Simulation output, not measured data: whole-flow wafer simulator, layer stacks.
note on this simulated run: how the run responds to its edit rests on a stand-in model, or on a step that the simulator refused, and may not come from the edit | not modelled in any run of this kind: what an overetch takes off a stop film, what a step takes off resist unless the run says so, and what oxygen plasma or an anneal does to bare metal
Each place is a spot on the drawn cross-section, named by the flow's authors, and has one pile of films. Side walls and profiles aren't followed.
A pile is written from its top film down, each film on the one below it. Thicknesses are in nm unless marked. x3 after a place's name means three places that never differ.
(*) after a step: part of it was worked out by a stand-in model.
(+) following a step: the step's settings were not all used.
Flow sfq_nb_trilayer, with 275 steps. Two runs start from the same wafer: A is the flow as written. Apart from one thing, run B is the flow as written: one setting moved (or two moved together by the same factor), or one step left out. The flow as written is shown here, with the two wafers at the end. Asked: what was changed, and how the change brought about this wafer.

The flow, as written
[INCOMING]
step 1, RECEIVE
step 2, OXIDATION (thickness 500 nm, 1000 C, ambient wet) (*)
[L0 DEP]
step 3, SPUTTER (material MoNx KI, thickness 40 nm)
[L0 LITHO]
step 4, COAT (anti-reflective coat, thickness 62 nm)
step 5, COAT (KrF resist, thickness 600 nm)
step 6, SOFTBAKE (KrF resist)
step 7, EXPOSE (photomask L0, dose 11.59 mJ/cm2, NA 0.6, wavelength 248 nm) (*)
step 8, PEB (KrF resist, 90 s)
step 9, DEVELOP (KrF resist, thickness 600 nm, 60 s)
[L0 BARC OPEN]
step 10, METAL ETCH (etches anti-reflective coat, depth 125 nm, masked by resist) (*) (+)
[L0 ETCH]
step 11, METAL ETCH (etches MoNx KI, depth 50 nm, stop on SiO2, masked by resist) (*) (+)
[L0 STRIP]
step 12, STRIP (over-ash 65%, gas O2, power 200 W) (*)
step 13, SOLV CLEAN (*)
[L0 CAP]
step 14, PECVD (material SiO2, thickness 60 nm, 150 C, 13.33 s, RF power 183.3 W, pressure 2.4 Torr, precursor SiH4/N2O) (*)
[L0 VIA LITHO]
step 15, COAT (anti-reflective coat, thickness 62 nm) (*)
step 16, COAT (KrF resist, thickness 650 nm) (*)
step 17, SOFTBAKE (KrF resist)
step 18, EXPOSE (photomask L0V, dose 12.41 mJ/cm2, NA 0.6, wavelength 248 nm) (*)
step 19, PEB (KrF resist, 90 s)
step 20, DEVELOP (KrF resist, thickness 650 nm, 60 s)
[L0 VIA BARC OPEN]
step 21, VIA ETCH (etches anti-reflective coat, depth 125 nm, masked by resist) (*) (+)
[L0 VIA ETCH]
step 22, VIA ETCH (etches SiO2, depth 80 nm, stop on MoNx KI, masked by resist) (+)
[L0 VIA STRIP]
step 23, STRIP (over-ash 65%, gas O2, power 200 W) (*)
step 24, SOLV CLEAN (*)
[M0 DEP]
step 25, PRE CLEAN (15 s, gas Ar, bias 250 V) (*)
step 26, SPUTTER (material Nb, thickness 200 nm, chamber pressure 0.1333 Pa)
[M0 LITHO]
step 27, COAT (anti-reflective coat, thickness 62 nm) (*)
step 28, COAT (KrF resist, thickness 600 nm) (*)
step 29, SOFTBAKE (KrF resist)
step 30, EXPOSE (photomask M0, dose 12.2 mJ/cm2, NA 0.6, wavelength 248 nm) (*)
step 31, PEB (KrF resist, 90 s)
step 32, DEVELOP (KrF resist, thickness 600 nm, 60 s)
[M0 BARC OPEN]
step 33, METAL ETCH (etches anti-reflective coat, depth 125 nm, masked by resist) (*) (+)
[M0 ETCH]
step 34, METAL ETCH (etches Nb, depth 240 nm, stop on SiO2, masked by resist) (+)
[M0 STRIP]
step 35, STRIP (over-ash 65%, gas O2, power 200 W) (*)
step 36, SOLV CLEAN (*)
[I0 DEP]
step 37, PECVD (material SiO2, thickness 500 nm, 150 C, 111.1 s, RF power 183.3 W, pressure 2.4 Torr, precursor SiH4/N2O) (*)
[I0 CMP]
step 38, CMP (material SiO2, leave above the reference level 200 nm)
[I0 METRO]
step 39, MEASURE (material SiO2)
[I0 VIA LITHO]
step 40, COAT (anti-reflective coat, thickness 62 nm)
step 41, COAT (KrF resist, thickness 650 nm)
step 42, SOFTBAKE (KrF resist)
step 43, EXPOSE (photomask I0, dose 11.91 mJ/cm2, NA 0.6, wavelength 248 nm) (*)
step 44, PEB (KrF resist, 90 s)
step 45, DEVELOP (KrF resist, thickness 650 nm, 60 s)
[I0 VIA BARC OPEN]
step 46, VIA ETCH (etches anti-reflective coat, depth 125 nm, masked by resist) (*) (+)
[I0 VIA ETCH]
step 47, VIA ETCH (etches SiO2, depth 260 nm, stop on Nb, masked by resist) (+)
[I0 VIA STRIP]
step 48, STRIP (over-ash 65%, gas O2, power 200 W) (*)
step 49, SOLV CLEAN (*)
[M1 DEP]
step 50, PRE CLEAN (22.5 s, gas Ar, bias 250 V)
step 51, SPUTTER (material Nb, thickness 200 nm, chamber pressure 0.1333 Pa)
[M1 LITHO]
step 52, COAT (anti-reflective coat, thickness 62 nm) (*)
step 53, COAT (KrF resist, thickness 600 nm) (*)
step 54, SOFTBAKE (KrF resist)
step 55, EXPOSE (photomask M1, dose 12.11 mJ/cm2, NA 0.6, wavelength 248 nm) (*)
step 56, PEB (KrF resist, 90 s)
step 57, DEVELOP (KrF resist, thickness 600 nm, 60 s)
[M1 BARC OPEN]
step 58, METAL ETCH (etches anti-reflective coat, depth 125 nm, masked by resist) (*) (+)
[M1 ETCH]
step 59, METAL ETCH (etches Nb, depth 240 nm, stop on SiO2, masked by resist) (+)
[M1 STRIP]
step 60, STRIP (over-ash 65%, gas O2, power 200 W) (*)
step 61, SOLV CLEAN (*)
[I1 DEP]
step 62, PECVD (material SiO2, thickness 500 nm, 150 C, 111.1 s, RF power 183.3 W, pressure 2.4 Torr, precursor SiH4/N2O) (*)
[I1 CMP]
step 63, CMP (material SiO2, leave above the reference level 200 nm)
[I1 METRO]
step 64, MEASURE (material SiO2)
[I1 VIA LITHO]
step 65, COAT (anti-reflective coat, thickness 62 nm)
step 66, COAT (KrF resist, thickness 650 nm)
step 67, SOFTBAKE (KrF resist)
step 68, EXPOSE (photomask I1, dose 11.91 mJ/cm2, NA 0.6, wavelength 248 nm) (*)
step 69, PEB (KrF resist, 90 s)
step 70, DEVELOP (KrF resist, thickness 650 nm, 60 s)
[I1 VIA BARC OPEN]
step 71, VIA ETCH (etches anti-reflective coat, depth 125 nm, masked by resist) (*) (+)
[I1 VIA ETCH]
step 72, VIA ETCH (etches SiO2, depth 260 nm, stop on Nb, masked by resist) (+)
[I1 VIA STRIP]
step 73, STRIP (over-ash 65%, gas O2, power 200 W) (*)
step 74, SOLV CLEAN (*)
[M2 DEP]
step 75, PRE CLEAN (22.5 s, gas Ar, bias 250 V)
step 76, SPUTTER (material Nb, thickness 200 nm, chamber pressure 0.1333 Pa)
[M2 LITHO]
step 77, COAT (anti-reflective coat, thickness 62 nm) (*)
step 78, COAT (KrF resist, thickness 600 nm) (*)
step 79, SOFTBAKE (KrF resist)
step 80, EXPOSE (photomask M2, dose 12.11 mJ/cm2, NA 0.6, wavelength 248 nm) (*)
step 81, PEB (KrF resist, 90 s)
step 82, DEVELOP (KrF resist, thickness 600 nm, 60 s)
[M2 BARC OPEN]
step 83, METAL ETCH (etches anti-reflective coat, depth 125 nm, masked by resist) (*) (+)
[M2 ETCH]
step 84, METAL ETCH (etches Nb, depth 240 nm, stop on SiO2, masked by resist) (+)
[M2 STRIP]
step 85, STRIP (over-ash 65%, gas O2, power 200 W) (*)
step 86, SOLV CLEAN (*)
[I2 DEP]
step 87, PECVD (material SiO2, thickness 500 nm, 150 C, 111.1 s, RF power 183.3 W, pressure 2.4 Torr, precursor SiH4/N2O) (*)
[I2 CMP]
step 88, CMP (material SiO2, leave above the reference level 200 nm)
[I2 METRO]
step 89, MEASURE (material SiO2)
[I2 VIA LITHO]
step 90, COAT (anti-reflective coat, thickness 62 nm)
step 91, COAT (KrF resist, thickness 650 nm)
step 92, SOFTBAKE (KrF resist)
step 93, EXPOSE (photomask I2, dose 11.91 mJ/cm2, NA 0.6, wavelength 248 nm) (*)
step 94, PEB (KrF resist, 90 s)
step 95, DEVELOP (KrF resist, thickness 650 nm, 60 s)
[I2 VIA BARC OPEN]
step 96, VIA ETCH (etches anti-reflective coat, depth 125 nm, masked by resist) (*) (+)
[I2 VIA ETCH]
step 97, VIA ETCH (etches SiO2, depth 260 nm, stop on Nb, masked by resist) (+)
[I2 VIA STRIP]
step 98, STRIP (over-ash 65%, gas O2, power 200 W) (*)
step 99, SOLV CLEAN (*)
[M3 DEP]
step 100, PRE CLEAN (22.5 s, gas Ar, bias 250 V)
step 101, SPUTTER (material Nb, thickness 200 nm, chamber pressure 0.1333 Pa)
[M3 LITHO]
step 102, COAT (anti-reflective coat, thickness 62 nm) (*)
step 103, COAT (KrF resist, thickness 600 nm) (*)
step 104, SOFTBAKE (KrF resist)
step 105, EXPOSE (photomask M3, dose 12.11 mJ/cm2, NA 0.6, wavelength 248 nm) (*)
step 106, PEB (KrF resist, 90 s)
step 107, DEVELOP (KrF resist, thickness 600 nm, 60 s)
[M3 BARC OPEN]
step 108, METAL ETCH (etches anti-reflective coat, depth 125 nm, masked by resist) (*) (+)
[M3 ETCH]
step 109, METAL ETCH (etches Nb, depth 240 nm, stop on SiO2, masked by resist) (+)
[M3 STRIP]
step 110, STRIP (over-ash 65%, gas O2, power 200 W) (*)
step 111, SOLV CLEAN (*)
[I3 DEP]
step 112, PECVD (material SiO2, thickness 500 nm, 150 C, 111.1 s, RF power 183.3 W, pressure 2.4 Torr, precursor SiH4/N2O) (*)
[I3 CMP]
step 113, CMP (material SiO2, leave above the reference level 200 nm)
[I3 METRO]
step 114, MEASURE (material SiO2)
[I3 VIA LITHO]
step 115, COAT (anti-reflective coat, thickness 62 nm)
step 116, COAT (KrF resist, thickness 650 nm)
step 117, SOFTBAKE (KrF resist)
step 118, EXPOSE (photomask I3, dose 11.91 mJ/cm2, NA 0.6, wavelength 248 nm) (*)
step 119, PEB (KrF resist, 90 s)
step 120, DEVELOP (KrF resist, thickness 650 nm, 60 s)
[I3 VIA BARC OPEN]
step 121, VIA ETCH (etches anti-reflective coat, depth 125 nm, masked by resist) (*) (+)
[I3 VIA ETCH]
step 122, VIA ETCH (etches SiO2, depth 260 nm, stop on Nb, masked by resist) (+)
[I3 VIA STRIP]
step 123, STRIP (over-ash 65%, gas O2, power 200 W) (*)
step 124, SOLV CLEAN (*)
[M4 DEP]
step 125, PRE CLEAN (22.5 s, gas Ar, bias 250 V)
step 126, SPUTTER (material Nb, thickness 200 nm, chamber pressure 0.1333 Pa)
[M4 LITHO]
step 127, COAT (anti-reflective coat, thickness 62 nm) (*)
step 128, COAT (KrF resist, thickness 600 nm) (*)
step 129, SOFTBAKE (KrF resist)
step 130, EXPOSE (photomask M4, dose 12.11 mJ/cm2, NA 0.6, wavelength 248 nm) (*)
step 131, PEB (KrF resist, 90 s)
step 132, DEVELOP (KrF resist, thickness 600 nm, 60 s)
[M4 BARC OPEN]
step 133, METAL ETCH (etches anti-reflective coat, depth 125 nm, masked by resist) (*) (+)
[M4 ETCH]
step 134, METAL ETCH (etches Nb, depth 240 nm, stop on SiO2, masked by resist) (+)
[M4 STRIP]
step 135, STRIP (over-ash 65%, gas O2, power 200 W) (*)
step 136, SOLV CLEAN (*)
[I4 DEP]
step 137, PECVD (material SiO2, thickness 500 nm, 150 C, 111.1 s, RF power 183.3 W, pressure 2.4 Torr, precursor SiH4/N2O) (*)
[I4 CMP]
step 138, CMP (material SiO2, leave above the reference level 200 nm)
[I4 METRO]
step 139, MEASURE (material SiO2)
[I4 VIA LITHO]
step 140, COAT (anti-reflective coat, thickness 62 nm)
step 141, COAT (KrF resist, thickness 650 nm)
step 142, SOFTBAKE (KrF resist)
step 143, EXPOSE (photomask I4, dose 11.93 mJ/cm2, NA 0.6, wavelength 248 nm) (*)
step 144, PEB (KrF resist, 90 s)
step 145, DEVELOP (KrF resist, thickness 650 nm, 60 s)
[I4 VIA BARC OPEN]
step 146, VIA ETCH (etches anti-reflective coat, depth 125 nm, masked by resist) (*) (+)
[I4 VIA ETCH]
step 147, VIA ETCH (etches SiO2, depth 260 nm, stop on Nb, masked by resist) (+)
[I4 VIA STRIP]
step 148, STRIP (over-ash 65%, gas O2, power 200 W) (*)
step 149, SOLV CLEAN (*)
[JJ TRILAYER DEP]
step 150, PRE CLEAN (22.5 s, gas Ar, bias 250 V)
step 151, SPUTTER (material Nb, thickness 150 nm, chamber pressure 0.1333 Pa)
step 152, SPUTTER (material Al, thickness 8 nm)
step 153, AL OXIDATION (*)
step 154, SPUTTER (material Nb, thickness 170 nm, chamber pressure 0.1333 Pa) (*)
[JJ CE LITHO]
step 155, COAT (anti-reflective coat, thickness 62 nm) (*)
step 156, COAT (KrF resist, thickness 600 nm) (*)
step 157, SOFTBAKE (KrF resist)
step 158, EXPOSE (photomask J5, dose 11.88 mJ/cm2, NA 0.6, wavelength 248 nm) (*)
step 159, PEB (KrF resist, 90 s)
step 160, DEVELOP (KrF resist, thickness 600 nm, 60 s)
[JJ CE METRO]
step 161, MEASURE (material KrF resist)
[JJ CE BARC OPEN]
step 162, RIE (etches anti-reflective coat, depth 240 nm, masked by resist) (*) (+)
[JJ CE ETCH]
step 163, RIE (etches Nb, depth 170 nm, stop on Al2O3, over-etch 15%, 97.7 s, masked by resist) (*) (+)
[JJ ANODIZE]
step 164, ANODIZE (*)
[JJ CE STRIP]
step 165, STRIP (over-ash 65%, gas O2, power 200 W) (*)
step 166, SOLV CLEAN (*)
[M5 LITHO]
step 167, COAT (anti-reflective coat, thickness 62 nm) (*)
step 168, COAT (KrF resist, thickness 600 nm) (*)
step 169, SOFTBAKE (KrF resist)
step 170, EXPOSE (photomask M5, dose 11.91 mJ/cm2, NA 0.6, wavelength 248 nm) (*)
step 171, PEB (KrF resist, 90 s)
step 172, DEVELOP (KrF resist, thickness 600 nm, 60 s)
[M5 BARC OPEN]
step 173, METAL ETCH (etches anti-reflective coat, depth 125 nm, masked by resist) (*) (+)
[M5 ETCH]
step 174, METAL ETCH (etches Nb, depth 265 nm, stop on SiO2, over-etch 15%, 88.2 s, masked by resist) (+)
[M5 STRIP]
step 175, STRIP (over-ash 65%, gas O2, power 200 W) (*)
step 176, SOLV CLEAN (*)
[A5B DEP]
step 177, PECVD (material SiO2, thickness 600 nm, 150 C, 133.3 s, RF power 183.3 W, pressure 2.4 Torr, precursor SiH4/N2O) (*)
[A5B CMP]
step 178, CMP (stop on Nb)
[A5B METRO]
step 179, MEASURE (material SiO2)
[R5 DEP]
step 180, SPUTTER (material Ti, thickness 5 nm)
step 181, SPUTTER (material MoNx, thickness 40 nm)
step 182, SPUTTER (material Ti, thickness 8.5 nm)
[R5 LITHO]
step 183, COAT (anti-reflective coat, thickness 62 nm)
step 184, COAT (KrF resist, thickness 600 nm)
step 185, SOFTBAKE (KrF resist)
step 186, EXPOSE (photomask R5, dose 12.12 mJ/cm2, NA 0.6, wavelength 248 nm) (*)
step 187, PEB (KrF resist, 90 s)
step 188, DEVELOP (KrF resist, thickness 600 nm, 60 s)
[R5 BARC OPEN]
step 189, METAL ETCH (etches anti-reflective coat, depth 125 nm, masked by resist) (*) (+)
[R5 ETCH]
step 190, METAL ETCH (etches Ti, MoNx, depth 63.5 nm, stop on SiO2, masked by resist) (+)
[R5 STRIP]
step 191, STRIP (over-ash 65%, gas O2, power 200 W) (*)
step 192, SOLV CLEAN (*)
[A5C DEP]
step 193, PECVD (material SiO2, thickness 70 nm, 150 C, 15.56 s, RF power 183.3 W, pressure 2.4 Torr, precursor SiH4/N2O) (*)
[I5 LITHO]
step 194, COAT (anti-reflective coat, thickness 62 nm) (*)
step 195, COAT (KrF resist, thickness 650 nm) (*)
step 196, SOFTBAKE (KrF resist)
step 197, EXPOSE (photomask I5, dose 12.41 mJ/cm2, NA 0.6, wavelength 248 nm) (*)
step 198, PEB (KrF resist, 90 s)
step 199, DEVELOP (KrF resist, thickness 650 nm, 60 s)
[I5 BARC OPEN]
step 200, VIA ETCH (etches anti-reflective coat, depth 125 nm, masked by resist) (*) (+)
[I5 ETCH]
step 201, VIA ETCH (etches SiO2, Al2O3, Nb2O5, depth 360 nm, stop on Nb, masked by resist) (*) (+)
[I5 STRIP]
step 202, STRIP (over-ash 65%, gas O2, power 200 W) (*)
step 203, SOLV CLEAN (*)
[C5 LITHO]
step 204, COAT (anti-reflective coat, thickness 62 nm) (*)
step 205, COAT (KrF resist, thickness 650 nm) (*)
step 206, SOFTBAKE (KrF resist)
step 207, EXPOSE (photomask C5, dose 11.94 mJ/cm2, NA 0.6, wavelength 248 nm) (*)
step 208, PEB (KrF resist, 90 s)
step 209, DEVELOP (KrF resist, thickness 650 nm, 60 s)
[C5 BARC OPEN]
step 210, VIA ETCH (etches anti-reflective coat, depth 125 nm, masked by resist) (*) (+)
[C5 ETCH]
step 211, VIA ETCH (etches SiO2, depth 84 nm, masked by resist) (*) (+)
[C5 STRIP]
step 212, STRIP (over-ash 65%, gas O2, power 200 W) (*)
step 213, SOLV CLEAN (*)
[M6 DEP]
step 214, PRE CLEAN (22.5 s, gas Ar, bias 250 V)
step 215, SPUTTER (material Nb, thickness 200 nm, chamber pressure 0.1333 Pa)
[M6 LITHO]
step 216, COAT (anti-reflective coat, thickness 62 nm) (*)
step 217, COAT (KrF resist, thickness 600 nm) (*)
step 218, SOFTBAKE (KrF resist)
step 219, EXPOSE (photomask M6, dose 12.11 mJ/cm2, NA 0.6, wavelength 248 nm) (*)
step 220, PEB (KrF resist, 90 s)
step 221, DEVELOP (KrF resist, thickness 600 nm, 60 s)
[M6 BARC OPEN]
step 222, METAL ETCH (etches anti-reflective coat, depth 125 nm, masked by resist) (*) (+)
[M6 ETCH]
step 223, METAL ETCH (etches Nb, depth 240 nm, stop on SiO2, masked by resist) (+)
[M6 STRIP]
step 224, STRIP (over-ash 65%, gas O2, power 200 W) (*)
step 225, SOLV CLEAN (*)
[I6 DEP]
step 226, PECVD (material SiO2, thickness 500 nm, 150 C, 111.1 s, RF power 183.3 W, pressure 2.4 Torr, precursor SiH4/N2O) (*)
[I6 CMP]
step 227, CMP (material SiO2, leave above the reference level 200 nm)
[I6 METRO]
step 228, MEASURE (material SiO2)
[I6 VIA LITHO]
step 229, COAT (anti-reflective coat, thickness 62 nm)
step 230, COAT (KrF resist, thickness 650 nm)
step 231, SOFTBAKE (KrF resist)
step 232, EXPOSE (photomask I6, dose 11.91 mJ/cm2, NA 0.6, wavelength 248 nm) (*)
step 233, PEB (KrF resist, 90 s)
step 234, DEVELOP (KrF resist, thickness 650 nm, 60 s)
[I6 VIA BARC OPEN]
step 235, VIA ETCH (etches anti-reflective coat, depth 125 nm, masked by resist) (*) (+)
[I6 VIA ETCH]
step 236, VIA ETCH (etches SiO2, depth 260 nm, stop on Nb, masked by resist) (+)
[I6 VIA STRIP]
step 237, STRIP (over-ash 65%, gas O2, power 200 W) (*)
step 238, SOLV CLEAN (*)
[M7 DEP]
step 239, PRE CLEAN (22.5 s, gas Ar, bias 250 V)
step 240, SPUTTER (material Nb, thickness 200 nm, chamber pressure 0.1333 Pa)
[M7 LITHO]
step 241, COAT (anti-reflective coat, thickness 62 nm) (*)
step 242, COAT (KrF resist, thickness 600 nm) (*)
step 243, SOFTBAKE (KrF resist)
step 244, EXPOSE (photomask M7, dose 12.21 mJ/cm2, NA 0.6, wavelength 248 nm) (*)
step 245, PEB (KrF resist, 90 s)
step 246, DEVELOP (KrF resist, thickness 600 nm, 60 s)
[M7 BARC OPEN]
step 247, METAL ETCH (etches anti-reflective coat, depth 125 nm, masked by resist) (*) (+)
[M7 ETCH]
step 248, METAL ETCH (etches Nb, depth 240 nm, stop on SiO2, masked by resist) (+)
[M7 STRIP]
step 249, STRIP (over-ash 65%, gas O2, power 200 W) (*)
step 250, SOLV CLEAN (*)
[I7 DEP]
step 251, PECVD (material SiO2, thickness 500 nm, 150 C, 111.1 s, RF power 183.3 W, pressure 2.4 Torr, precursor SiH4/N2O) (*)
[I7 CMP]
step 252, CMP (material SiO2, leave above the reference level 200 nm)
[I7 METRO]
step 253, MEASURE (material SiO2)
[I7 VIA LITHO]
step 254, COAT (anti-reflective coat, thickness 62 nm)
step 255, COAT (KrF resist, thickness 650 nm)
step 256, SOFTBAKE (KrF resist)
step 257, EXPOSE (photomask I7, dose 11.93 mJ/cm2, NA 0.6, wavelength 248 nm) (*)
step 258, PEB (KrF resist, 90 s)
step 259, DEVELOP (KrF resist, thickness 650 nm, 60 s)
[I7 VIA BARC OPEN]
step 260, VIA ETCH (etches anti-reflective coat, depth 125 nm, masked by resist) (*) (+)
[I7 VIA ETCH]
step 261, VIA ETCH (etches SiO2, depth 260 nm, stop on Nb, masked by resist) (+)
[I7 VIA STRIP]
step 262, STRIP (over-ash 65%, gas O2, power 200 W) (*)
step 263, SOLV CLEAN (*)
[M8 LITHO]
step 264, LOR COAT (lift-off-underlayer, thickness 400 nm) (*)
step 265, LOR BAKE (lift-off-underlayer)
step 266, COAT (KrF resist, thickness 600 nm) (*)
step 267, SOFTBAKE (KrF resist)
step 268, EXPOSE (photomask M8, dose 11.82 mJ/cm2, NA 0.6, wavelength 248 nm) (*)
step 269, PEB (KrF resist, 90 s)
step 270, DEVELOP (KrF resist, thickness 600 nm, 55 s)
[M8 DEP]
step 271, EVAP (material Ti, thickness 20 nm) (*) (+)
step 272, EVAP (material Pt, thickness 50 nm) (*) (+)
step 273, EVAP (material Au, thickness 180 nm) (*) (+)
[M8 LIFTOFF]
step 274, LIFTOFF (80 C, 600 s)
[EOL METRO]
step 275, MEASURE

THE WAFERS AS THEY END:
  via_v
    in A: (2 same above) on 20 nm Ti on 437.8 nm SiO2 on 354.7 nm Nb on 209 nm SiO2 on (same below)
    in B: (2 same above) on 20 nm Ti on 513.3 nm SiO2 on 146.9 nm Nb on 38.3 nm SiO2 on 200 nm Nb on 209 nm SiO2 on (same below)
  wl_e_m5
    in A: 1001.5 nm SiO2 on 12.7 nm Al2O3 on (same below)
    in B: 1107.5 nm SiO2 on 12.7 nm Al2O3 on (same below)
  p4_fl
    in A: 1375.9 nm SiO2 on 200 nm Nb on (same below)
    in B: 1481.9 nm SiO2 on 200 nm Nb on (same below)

What caused this: step 227, CMP: leave above the reference level 306 nm was run, whereas the flow has leave above the reference level 200 nm.

The path from the change to this, step by step:
  step 227, CMP (material SiO2, leave above the reference level 200 nm)
      field_l, p4_fl, p4_fm and 59 more: A SiO2 loses 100 | B nothing
      moat, field_r, lsp_l, ln_m5, lsp_m: A SiO2 loses 93.6 | B nothing
      (as well as at 39 more places)
  step 229, COAT (anti-reflective coat, thickness 62 nm)
      wl_c_m6, wl_f_m6: A anti-reflective coat gains 62 (new film) | B anti-reflective coat gains 60.2 (new film)
      m5r_linepad_l, m5r_linepad_r: A anti-reflective coat gains 62 (new film) | B anti-reflective coat gains 64.5 (new film)
      (as well as at 11 more places)
  step 236, VIA ETCH (etches SiO2, depth 260 nm, stop on Nb, masked by resist) (+)
      via_v: A SiO2 loses 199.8 (all of it) | B SiO2 loses 260
  step 237, STRIP (over-ash 65%, gas O2, power 200 W) (*)
      wl_c_m6, wl_f_m6: A KrF resist loses 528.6 (all of it), anti-reflective coat loses 62 (all of it) | B KrF resist loses 526.3 (all of it), anti-reflective coat loses 60.2 (all of it)
      m5r_linepad_l, m5r_linepad_r: A KrF resist loses 528.6 (all of it), anti-reflective coat loses 62 (all of it) | B KrF resist loses 527.8 (all of it), anti-reflective coat loses 64.5 (all of it)
      (as well as at 11 more places)
  step 239, PRE CLEAN (22.5 s, gas Ar, bias 250 V)
      via_v: A Nb loses 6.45 | B SiO2 loses 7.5
  step 240, SPUTTER (material Nb, thickness 200 nm, chamber pressure 0.1333 Pa)
      via_v: A Nb gains 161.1 | B Nb gains 146.9 (new film)
  step 241, COAT (anti-reflective coat, thickness 62 nm) (*)
      wl_c_m6, wl_f_m6: A anti-reflective coat gains 62 (new film) | B anti-reflective coat gains 60 (new film)
      m5r_linepad_l, m5r_linepad_r: A anti-reflective coat gains 62 (new film) | B anti-reflective coat gains 64.2 (new film)
      (as well as at 14 more places)
  step 242, COAT (KrF resist, thickness 600 nm) (*)
      via_v: A KrF resist gains 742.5 (new film) | B KrF resist gains 800.5 (new film)
  step 247, METAL ETCH (etches anti-reflective coat, depth 125 nm, masked by resist) (*) (+)
      m5r_linepad_l, m5r_linepad_r: A anti-reflective coat loses 62 (all of it) | B anti-reflective coat loses 64.2 (all of it)
      m8r_pad_l, m8r_pad_r: A anti-reflective coat loses 62 (all of it) | B anti-reflective coat loses 63.6 (all of it)
      (as well as at 4 more places)
  step 249, STRIP (over-ash 65%, gas O2, power 200 W) (*)
      v_sur: A KrF resist loses 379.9 (all of it), anti-reflective coat loses 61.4 (all of it) | B KrF resist loses 377.2 (all of it), anti-reflective coat loses 59.4 (all of it)
      via_sp: A KrF resist loses 373.6 (all of it), anti-reflective coat loses 53.1 (all of it) | B KrF resist loses 367.9 (all of it), anti-reflective coat loses 49.6 (all of it)
      (as well as at 8 more places)
  step 251, PECVD (material SiO2, thickness 500 nm, 150 C, 111.1 s, RF power 183.3 W, pressure 2.4 Torr, precursor SiH4/N2O) (*)
      via_v: A SiO2 gains 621 (new film) | B SiO2 gains 670.3 (new film)
  step 252, CMP (material SiO2, leave above the reference level 200 nm)
      field_l, p4_fl, p4_fm and 46 more: A SiO2 loses 100 | B SiO2 loses 94
      moat, ln_m5, lsp_m: A SiO2 loses 300 | B SiO2 loses 287.6
      (as well as at 8 more places)
If metal films that touch count as one body, via_v has 7 bodies (between them, from the top down: SiO2 513.3; SiO2 38.3; SiO2 209 / Al2O3 12.7 / Nb2O5 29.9; SiO2 425.9; SiO2 416.9; SiO2 192.5); the flow as written gives 6 bodies (between them, from the top down: SiO2 437.8; SiO2 209 / Al2O3 12.7 / Nb2O5 29.9; SiO2 425.9; SiO2 416.9; SiO2 192.5).
